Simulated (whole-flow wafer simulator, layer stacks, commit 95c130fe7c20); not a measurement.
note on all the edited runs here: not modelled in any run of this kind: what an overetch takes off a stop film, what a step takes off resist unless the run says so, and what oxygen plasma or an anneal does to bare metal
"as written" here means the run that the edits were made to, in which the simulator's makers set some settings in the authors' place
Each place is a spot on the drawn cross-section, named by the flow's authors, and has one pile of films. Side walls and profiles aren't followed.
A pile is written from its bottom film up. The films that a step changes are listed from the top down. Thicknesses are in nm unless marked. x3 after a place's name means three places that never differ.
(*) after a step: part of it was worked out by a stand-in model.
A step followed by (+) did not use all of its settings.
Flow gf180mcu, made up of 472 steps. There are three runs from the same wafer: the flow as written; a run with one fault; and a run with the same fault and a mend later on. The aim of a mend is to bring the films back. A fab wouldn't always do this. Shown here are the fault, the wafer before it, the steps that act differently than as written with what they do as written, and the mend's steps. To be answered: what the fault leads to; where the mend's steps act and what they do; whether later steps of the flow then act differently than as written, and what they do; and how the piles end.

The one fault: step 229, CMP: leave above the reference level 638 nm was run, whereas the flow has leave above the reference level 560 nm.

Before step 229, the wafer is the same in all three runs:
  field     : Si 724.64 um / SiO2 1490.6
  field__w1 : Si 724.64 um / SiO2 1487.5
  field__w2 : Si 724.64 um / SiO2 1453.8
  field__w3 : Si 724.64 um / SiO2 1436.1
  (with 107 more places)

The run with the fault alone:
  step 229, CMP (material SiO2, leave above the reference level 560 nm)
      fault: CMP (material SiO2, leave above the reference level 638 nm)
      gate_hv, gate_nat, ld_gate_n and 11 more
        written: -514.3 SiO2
        fault: -436.3 SiO2
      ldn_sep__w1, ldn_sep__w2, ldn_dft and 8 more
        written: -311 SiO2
        fault: -233 SiO2
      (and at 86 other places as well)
  Later steps of the flow acting differently than as written (2 other steps are not shown; they differ only slightly, by no more than 2% or 0.5 nm, whichever is larger):
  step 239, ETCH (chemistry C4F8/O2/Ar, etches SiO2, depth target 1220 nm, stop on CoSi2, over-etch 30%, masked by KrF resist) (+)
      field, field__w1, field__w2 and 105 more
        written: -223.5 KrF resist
        fault: -243.8 KrF resist
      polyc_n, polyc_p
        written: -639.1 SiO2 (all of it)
        fault: -717.1 SiO2 (all of it)
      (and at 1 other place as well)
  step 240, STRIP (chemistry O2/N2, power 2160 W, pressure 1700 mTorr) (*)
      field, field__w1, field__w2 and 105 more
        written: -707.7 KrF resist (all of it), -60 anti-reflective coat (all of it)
        fault: -687.4 KrF resist (all of it), -60 anti-reflective coat (all of it)
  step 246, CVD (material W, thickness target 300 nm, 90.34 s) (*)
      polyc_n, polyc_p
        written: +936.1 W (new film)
        fault: +1014.1 W (new film)
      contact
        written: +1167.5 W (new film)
        fault: +1246.1 W (new film)
  By the end, the piles at field__w8, contact, m1 and 6 more depart from the flow's by more than 2% or 0.5 nm, whichever is larger.
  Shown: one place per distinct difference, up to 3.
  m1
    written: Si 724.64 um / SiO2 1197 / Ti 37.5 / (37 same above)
    fault: Si 724.64 um / SiO2 1275 / Ti 37.5 / (37 same above)
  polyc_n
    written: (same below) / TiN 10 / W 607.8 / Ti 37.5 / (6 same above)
    fault: (same below) / TiN 10 / W 685.8 / Ti 37.5 / (6 same above)
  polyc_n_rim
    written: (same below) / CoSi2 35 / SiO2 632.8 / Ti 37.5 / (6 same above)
    fault: (same below) / CoSi2 35 / SiO2 710.8 / Ti 37.5 / (6 same above)

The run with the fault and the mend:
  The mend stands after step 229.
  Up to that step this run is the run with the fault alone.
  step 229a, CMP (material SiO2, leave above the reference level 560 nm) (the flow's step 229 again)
      field, field__w1, field__w2 and 108 more
        -78 SiO2
  None of the later steps of the flow acts differently than as written at any place that is followed.
  The piles end the same as the flow's at every place that both follow.
